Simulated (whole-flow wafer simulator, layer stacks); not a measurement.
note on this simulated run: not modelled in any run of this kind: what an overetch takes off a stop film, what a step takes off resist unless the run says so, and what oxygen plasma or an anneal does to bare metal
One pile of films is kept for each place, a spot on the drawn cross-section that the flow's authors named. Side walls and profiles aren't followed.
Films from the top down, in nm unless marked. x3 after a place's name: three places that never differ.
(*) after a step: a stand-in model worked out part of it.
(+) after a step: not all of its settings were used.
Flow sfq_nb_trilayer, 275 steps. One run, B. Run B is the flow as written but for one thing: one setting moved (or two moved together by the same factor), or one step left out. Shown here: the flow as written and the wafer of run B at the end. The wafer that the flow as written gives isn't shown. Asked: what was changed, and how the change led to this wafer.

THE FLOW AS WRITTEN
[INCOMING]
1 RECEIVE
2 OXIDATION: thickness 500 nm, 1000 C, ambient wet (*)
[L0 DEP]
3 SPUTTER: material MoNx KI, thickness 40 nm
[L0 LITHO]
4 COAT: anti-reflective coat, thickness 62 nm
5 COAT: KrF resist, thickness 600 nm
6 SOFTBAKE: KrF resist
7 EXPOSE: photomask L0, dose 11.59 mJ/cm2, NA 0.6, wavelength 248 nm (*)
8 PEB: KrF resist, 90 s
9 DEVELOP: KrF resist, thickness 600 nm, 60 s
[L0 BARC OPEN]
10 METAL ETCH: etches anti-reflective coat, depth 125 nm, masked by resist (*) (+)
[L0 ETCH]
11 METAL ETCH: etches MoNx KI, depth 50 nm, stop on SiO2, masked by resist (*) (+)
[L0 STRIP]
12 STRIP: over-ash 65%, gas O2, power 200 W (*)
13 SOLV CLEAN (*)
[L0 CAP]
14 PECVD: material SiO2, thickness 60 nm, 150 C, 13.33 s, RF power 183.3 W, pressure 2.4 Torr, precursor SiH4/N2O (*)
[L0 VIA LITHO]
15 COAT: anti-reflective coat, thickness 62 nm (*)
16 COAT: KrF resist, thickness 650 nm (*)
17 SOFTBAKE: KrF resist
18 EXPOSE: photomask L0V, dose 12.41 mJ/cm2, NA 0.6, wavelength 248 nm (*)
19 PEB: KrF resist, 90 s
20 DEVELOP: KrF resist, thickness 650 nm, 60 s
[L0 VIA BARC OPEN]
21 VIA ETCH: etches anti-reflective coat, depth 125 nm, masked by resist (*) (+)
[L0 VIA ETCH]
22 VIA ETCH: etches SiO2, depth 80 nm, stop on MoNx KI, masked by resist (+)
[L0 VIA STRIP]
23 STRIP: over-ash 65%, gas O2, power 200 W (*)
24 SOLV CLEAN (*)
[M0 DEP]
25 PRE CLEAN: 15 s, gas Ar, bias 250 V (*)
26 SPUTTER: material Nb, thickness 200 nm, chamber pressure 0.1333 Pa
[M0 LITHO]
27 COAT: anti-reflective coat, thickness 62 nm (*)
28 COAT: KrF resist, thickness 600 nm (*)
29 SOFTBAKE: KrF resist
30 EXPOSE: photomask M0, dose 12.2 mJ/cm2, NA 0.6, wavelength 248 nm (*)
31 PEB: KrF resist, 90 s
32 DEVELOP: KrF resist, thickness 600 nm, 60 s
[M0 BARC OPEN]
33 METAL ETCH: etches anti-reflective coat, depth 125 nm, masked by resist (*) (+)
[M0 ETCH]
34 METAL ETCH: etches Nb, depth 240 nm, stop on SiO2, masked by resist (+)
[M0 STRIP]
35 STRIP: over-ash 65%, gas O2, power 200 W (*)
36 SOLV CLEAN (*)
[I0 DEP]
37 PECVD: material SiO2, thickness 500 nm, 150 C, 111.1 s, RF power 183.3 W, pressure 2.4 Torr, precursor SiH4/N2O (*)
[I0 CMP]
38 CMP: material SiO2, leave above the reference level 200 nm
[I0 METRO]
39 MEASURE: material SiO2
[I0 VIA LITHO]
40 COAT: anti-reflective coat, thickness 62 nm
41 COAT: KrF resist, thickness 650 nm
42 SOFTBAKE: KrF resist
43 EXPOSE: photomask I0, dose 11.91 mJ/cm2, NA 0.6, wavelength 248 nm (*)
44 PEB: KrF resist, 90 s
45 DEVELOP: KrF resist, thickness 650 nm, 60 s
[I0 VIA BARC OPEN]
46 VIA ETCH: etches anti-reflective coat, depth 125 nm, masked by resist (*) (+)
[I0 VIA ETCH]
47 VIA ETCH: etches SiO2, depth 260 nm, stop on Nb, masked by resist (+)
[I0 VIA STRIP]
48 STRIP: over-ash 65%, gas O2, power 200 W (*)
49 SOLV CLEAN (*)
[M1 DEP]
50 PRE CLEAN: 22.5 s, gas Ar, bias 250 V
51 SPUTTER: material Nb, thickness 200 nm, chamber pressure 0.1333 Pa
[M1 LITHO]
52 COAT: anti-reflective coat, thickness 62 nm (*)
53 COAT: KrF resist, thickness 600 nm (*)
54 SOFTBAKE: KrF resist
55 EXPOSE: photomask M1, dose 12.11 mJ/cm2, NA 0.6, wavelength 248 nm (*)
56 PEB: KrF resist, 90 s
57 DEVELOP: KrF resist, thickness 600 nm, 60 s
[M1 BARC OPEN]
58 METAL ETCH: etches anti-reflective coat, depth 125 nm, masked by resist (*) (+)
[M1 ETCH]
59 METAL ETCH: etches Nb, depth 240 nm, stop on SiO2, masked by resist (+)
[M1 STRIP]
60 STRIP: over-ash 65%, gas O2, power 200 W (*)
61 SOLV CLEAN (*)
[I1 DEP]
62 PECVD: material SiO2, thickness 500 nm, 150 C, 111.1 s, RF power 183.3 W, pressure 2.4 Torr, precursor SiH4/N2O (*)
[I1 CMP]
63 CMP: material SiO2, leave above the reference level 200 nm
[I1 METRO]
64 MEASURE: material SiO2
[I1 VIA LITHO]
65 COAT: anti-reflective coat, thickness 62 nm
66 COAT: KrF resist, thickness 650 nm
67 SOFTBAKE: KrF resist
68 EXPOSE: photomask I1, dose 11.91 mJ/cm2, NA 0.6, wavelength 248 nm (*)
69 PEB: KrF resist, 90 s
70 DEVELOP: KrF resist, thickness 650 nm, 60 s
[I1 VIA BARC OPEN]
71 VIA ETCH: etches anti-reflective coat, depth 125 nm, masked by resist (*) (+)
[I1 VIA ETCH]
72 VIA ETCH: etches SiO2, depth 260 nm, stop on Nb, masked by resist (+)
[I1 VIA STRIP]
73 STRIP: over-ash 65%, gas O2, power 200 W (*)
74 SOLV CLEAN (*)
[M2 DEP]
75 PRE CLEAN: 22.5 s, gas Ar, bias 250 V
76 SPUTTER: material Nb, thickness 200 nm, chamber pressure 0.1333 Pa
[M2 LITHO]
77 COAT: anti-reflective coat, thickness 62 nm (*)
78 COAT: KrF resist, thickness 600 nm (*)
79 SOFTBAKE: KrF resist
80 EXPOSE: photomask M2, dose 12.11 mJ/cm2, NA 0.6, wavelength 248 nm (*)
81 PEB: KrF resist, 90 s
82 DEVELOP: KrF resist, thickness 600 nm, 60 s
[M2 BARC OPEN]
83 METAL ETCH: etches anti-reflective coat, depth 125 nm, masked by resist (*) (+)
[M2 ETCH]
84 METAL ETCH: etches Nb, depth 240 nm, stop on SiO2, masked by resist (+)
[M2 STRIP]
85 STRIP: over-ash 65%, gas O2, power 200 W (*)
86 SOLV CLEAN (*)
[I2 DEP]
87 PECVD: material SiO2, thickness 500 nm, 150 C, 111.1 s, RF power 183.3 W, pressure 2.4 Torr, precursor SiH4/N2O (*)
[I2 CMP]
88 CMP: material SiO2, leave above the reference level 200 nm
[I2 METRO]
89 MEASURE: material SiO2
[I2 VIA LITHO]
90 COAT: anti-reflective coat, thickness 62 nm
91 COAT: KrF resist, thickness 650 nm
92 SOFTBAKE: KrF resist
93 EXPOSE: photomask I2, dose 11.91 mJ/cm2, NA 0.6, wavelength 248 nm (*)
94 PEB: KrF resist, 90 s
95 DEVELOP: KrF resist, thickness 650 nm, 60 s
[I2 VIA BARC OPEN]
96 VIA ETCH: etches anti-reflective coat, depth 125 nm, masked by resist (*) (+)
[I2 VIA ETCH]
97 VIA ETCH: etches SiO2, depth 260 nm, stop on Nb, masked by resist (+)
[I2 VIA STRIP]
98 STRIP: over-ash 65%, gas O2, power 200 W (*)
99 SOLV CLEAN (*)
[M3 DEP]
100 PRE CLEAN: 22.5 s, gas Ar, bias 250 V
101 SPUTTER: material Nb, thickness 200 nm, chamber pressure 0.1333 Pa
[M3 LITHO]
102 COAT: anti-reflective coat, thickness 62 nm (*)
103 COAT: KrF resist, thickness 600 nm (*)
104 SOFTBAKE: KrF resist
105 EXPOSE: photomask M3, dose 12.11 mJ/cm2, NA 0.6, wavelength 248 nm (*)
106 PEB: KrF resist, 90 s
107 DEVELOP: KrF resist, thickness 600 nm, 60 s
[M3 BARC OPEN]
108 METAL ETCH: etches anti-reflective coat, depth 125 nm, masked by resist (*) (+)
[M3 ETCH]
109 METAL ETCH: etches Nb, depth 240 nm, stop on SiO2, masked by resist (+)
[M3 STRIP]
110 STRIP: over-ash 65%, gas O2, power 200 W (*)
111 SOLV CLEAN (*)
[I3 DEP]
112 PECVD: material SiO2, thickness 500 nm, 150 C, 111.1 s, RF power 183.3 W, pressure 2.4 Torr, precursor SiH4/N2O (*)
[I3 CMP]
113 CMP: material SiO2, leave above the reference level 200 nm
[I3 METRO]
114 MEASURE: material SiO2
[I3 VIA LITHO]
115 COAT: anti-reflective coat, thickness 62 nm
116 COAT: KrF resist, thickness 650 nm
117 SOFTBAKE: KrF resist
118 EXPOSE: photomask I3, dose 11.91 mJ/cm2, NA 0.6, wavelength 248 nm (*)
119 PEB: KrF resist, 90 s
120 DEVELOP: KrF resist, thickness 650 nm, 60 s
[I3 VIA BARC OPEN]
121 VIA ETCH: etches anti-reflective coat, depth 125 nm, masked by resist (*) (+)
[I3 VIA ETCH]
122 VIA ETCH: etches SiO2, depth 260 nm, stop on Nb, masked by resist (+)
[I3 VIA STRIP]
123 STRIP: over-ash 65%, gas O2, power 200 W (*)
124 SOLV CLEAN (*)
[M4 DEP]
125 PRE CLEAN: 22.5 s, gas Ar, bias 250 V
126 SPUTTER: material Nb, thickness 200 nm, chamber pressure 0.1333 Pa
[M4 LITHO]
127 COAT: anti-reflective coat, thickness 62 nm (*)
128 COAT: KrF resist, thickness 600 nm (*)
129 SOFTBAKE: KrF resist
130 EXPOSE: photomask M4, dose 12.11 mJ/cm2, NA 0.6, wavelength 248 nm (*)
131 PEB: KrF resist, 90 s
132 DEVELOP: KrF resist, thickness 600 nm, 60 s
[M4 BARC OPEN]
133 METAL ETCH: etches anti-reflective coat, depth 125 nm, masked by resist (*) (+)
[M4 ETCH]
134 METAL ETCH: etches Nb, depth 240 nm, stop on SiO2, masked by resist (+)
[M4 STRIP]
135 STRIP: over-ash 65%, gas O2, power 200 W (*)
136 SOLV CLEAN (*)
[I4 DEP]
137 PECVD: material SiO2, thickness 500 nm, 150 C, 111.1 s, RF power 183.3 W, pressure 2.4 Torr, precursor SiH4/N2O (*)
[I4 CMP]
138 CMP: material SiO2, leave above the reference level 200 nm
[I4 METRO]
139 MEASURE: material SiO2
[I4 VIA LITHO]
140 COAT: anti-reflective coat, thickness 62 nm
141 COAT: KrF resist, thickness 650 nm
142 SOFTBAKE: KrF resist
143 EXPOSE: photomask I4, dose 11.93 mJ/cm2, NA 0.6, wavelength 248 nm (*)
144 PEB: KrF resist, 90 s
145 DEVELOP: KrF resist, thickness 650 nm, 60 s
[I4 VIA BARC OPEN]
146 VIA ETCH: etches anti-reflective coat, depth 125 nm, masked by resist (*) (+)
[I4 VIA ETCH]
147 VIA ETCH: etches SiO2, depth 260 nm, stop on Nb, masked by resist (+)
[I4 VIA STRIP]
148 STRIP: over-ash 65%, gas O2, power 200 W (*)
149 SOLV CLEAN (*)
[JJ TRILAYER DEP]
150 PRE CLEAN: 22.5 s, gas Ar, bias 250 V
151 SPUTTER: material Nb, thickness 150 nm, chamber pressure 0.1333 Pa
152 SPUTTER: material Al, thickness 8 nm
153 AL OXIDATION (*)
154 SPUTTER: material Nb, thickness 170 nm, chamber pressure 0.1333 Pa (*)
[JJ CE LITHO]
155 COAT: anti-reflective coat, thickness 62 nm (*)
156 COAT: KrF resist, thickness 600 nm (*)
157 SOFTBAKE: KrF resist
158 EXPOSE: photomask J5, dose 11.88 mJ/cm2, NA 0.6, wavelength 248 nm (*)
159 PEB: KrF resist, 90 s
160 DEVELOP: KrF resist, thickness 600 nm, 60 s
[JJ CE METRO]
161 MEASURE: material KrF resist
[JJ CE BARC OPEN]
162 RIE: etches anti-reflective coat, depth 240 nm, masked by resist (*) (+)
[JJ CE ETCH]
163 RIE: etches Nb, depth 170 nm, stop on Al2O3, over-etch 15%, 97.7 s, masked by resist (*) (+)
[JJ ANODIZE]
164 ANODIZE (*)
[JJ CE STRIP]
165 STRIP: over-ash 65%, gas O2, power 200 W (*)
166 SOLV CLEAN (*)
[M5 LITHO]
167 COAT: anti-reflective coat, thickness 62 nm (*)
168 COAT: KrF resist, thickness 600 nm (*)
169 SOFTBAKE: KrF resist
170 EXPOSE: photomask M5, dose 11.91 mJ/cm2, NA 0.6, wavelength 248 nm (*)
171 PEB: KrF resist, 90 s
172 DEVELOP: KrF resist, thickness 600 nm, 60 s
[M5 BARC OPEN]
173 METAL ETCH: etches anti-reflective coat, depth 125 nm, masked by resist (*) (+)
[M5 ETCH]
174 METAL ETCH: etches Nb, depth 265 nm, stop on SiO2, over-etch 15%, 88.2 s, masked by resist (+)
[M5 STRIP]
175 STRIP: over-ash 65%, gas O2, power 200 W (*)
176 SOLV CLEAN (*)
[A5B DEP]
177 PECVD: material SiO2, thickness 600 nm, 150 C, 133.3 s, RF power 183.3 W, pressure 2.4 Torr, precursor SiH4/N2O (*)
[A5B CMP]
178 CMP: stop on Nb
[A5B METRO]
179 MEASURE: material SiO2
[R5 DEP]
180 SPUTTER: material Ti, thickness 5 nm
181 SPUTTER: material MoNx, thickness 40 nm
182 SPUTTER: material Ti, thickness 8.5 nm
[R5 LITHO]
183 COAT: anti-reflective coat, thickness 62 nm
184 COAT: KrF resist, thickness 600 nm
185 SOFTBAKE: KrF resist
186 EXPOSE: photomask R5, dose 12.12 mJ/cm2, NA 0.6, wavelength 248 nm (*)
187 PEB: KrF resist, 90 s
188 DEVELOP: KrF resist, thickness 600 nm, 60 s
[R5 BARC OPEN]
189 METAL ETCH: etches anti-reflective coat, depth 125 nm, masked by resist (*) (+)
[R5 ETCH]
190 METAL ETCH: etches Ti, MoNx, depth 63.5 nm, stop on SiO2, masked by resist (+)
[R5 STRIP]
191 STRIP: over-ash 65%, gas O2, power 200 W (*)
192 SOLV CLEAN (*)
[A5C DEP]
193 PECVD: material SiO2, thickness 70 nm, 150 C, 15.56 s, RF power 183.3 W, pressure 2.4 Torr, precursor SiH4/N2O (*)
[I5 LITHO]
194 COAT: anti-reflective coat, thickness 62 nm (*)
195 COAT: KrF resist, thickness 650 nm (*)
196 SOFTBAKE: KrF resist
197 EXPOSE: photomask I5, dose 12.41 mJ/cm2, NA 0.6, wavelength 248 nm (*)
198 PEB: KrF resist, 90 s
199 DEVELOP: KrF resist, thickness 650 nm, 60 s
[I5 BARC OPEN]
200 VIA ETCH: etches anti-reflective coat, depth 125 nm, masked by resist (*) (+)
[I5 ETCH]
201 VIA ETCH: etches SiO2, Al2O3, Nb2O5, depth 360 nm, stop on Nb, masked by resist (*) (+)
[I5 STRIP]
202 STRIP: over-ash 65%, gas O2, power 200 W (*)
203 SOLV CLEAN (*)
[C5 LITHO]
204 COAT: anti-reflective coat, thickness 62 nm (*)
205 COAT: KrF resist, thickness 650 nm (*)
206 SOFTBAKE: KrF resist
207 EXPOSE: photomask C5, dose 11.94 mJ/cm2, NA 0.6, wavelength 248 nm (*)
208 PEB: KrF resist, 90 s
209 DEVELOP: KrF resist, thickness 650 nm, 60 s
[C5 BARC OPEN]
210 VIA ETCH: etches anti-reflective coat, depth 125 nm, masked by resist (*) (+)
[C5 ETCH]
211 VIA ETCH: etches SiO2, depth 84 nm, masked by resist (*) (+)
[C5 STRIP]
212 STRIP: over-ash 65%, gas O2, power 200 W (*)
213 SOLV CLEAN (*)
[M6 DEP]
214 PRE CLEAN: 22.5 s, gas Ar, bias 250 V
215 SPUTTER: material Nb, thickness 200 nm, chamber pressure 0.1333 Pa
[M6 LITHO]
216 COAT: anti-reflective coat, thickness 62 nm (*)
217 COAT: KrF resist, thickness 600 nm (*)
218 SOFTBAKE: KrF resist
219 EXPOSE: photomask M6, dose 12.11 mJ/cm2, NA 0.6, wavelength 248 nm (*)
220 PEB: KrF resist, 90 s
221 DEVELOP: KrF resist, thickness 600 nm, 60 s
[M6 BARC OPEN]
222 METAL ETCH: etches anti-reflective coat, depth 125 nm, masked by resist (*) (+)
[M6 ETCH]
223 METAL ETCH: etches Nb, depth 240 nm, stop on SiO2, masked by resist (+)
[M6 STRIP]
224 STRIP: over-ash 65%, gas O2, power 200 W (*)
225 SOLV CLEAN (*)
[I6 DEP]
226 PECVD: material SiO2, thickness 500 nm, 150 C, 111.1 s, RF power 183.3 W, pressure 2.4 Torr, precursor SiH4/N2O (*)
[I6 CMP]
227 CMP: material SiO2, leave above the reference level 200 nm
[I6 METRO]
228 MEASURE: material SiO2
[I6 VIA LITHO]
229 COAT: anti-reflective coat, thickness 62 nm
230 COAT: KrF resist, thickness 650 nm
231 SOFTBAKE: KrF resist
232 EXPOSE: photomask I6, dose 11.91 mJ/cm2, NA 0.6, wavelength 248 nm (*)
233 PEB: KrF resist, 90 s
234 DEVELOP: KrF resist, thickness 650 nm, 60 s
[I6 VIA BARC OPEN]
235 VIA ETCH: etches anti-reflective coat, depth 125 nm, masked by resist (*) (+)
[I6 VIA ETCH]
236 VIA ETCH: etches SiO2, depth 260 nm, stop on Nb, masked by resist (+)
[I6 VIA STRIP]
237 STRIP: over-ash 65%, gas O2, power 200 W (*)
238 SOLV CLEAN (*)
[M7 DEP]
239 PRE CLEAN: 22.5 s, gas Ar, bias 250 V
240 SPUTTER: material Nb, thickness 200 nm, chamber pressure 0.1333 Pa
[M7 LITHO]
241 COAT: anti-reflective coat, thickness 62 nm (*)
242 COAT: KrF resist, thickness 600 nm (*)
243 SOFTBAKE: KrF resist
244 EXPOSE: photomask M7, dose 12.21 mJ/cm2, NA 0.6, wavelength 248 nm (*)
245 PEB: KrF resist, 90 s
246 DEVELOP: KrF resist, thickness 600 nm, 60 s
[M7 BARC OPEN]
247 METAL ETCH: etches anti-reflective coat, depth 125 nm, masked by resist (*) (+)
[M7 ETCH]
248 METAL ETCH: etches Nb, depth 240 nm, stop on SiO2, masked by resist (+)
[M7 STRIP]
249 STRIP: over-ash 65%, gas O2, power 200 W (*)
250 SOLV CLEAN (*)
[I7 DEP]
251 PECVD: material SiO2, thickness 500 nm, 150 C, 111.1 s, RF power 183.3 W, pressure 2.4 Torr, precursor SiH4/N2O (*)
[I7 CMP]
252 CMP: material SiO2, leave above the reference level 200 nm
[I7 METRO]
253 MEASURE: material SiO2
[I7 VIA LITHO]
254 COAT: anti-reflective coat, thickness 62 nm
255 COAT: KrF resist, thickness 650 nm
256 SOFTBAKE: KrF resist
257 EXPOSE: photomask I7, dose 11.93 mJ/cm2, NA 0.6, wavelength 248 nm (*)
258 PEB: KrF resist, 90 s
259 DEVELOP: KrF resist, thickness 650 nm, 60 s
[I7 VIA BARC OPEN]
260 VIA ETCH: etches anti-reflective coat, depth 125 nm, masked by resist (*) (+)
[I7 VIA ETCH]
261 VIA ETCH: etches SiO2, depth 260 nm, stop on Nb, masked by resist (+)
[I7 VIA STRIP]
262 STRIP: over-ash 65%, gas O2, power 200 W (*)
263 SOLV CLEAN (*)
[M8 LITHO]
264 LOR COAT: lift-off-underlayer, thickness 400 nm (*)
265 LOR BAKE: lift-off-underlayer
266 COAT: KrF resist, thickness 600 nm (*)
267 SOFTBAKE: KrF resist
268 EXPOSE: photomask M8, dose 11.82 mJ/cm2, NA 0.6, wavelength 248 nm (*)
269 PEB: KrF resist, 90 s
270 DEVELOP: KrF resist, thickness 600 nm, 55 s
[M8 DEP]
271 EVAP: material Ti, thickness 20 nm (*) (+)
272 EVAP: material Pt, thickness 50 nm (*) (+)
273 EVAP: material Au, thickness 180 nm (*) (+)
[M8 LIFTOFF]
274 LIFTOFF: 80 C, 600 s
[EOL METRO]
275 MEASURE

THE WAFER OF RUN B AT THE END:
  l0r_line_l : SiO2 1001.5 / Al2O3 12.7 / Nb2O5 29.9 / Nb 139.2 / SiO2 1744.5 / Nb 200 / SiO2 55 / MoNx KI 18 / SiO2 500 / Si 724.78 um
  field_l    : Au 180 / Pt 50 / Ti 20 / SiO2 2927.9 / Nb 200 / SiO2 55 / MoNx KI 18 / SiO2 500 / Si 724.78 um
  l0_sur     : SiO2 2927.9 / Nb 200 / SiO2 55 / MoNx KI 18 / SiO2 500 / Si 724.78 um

The cause: step 3, SPUTTER: thickness 18 nm was run, where the flow has thickness 40 nm.
It can be read off the wafer: l0r_line_l has MoNx KI 18, and step 3 as written asks for 40 nm.

How the change led to this, step by step:
  3 SPUTTER: material MoNx KI, thickness 40 nm
      field_l, v_sur, via_wl and 103 more: MoNx KI +18 (new film) (as written it would be: MoNx KI +40 (new film))
  11 METAL ETCH: etches MoNx KI, depth 50 nm, stop on SiO2, masked by resist (*) (+)
      v_sur, via_wl, via_w and 97 more: MoNx KI -18 (all of it) (as written it would be: MoNx KI -40 (all of it))
      field_l, l0_sur, l0v, l0r_line_l, l0r_line_c, l0r_line_r: KrF resist -22.5 (as written it would be: KrF resist -41.7)
  12 STRIP: over-ash 65%, gas O2, power 200 W (*)
      field_l, l0_sur, l0v, l0r_line_l, l0r_line_c, l0r_line_r: KrF resist -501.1 (all of it), anti-reflective coat -62 (all of it) (as written it would be: KrF resist -481.9 (all of it), anti-reflective coat -62 (all of it))
  15 COAT: anti-reflective coat, thickness 62 nm (*)
      l0r_line_l, l0r_line_c, l0r_line_r: anti-reflective coat +60.5 (new film) (as written it would be: anti-reflective coat +59 (new film))
      field_l: anti-reflective coat +59.3 (new film) (as written it would be: anti-reflective coat +56.7 (new film))
      (and at 5 more places)
  23 STRIP: over-ash 65%, gas O2, power 200 W (*)
      l0r_line_l, l0r_line_c: KrF resist -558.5 (all of it), anti-reflective coat -60.5 (all of it) (as written it would be: KrF resist -557 (all of it), anti-reflective coat -59 (all of it))
      field_l: KrF resist -556.1 (all of it), anti-reflective coat -59.3 (all of it) (as written it would be: KrF resist -551.4 (all of it), anti-reflective coat -56.7 (all of it))
      (and at 6 more places)
  27 COAT: anti-reflective coat, thickness 62 nm (*)
      l0r_line_l, l0r_line_c: anti-reflective coat +60.5 (new film) (as written it would be: anti-reflective coat +59 (new film))
      field_l: anti-reflective coat +59.5 (new film) (as written it would be: anti-reflective coat +56.9 (new film))
      (and at 6 more places)
  35 STRIP: over-ash 65%, gas O2, power 200 W (*)
      l0r_line_l, l0r_line_c: KrF resist -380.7 (all of it), anti-reflective coat -60.5 (all of it) (as written it would be: KrF resist -378.6 (all of it), anti-reflective coat -59 (all of it))
      field_l: KrF resist -378.1 (all of it), anti-reflective coat -59.5 (all of it) (as written it would be: KrF resist -372.9 (all of it), anti-reflective coat -56.9 (all of it))
      (and at 6 more places)
  38 CMP: material SiO2, leave above the reference level 200 nm
      field_l, l0_sur, l0r_line_l, l0r_line_c, l0r_line_r: SiO2 -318 (as written it would be: SiO2 -340)
      l0v: SiO2 -255.8 (as written it would be: SiO2 -277.8)
